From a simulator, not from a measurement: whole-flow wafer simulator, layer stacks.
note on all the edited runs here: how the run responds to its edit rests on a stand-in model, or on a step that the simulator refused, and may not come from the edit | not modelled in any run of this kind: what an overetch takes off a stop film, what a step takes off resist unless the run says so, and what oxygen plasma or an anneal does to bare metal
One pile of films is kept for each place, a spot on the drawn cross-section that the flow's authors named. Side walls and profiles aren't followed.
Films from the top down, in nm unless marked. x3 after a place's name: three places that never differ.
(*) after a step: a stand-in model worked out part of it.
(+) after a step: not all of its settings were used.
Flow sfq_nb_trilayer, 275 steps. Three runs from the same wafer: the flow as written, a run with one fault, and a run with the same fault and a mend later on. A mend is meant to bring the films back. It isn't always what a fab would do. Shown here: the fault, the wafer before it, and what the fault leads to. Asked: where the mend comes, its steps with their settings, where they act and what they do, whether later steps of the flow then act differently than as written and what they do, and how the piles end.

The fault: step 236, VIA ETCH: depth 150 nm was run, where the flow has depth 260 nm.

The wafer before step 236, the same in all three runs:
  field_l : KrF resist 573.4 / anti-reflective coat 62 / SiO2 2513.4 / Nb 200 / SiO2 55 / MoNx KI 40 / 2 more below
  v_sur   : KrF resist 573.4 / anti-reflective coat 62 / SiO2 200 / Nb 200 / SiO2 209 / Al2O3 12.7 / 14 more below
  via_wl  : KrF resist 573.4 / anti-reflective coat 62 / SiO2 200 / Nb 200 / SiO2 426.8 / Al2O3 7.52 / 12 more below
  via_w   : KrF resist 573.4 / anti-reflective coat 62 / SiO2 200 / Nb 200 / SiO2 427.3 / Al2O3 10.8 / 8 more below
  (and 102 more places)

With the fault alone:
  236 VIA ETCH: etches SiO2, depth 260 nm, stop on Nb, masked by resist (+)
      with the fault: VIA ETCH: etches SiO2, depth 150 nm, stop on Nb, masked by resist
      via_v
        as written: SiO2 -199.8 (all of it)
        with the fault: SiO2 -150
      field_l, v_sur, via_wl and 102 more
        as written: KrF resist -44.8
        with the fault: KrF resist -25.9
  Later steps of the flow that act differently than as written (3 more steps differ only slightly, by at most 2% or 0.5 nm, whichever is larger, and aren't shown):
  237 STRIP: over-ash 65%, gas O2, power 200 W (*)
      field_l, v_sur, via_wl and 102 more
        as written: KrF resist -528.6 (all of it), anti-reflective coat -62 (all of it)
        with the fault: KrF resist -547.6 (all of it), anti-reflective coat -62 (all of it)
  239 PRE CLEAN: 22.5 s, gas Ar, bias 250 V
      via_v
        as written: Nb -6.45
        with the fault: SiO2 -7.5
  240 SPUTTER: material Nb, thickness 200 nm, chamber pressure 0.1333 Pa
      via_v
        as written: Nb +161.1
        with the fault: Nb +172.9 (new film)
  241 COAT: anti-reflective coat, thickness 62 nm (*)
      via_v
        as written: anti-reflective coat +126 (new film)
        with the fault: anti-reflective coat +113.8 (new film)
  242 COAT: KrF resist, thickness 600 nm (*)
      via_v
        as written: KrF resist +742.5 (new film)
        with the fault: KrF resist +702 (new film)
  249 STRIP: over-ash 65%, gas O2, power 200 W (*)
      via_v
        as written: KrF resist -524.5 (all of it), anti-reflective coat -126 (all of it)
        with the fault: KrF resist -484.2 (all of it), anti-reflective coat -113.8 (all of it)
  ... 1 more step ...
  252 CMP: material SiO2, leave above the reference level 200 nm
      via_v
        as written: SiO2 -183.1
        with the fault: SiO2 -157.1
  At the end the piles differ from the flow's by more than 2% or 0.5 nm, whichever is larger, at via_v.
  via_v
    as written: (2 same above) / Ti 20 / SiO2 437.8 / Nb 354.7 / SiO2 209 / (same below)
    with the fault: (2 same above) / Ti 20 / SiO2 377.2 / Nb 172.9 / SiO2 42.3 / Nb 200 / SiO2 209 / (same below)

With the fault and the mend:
  The mend comes after step 237.
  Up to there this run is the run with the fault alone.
  237a COAT: anti-reflective coat, thickness 62 nm (*) (the flow's step 229 once more)
      p4_fl x3, p4_w1 x9, p4_g1 x2 and 63 more
        anti-reflective coat +62 (new film)
      r_sur, res, r_end and 9 more
        anti-reflective coat +61.8 (new film)
      field_l, jj_sur, ce_l, c5j
        anti-reflective coat +61.6 (new film)
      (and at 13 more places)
  237b COAT: KrF resist, thickness 650 nm (*) (the flow's step 230 once more)
      p4_fl x3, p4_w1 x9, p4_g1 x2 and 63 more
        KrF resist +650 (new film)
      r_end, moat, field_r, lsp_l, l0v
        KrF resist +649.6 (new film)
      ln_m5, lsp_m, ln_m6, lsp_r, l0_sur
        KrF resist +649.7 (new film)
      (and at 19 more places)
  237c SOFTBAKE: KrF resist (the flow's step 231 once more)
      changes no film at any place that is followed
  237d EXPOSE: photomask I6, dose 11.91 mJ/cm2, NA 0.6, wavelength 248 nm (*) (the flow's step 232 once more)
      changes no film at any place that is followed
  237e PEB: KrF resist, 90 s (the flow's step 233 once more)
      c5j, ce_r, sp_r and 90 more
        KrF resist -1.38
      field_l, v_sur, via_wl and 8 more
        KrF resist -1.37
      via_wr
        KrF resist -1.36
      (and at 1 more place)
  237f DEVELOP: KrF resist, thickness 650 nm, 60 s (the flow's step 234 once more)
      field_l, v_sur, via_wl and 102 more
        KrF resist -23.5
      via_v
        KrF resist -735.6 (all of it)
  237g VIA ETCH: etches anti-reflective coat, depth 125 nm, masked by resist (+) (the flow's step 235 once more)
      field_l, v_sur, via_wl and 102 more
        KrF resist -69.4
      via_v
        anti-reflective coat -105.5 (all of it), SiO2 -0.1
  237h VIA ETCH: etches SiO2, depth 110 nm, stop on Nb, masked by resist (+) (the flow's step 236 once more, with other settings)
      field_l, v_sur, via_wl and 102 more
        KrF resist -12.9
      via_v
        SiO2 -49.7 (all of it)
  237i STRIP: over-ash 65%, gas O2, power 200 W (*) (the flow's step 237 once more)
      p4_fl x3, p4_w1 x9, p4_g1 x2 and 63 more
        KrF resist -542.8 (all of it), anti-reflective coat -62 (all of it)
      r_end, moat, field_r, lsp_l, ln_m5, l0v
        KrF resist -542.4 (all of it), anti-reflective coat -61.8 (all of it)
      lsp_m, ln_m6, lsp_r, l0_sur
        KrF resist -542.5 (all of it), anti-reflective coat -61.8 (all of it)
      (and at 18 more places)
  No later step of the flow acts differently than as written at any place that is followed.
  At the end the piles are the same as the flow's at every place that both follow.
